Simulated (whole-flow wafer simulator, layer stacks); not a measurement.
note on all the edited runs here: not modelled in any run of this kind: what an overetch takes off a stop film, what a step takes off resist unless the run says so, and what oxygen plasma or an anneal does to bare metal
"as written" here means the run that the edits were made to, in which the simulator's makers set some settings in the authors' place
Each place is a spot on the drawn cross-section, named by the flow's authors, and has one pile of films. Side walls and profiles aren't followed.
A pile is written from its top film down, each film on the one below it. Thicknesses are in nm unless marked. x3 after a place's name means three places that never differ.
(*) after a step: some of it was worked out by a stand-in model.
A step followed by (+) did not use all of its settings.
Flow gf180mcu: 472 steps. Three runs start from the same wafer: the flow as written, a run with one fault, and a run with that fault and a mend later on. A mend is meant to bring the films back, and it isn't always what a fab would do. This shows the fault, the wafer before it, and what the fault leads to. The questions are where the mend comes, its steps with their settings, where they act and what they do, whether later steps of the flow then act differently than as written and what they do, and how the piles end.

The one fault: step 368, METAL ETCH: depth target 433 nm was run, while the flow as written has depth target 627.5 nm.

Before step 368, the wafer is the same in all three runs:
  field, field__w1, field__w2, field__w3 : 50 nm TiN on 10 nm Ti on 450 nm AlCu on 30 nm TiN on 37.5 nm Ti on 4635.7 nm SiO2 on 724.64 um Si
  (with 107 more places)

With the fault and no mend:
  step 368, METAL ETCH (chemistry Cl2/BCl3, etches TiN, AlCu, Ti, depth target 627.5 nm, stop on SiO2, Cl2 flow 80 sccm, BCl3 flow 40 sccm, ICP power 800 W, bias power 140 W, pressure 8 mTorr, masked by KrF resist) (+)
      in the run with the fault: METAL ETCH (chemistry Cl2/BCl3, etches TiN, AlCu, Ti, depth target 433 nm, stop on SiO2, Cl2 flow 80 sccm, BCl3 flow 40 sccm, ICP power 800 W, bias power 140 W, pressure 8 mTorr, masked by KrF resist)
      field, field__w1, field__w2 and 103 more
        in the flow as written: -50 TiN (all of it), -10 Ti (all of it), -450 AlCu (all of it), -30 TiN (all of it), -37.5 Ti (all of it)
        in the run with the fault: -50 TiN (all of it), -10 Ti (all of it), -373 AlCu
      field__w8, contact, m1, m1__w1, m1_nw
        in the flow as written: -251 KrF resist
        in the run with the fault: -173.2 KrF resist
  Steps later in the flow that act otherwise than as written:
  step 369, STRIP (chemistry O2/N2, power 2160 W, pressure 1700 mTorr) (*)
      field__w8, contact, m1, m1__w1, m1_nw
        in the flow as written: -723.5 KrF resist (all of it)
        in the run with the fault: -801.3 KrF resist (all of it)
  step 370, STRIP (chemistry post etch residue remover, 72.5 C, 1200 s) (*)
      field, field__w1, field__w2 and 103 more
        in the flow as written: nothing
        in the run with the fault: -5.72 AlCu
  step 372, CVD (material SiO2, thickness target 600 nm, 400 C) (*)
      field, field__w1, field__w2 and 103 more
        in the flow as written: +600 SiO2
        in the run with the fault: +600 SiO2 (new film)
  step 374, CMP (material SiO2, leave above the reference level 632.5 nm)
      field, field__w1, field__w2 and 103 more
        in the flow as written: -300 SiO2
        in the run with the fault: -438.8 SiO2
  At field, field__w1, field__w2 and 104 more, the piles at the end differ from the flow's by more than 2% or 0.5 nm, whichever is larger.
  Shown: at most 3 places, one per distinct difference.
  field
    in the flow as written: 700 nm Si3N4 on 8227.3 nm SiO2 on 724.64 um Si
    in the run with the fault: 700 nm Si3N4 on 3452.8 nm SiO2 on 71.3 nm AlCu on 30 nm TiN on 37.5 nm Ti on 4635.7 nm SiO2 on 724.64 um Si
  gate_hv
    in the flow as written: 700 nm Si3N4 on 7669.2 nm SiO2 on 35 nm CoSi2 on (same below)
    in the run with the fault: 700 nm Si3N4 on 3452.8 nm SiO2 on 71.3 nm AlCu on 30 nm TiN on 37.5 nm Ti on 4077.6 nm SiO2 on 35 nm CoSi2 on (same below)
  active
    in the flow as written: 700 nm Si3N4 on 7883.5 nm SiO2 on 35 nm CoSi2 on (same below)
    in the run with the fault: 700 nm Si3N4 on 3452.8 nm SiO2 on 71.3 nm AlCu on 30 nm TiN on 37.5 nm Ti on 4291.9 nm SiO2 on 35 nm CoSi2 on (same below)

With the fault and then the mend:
  The mend stands after step 368.
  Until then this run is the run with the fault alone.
  step 368a, METAL ETCH (chemistry Cl2/BCl3, etches TiN, AlCu, Ti, depth target 194.5 nm, stop on SiO2, Cl2 flow 80 sccm, BCl3 flow 40 sccm, ICP power 800 W, bias power 140 W, pressure 8 mTorr, masked by KrF resist) (+) (a further turn of the flow's step 368, with different settings)
      field, field__w1, field__w2 and 103 more
        -77 AlCu (all of it), -30 TiN (all of it), -37.5 Ti (all of it)
      field__w8, contact, m1, m1__w1, m1_nw
        -77.8 KrF resist
  Every later step of the flow that is run acts as written at every place that is followed.
  By the end, the piles equal the flow's at every place that both follow.
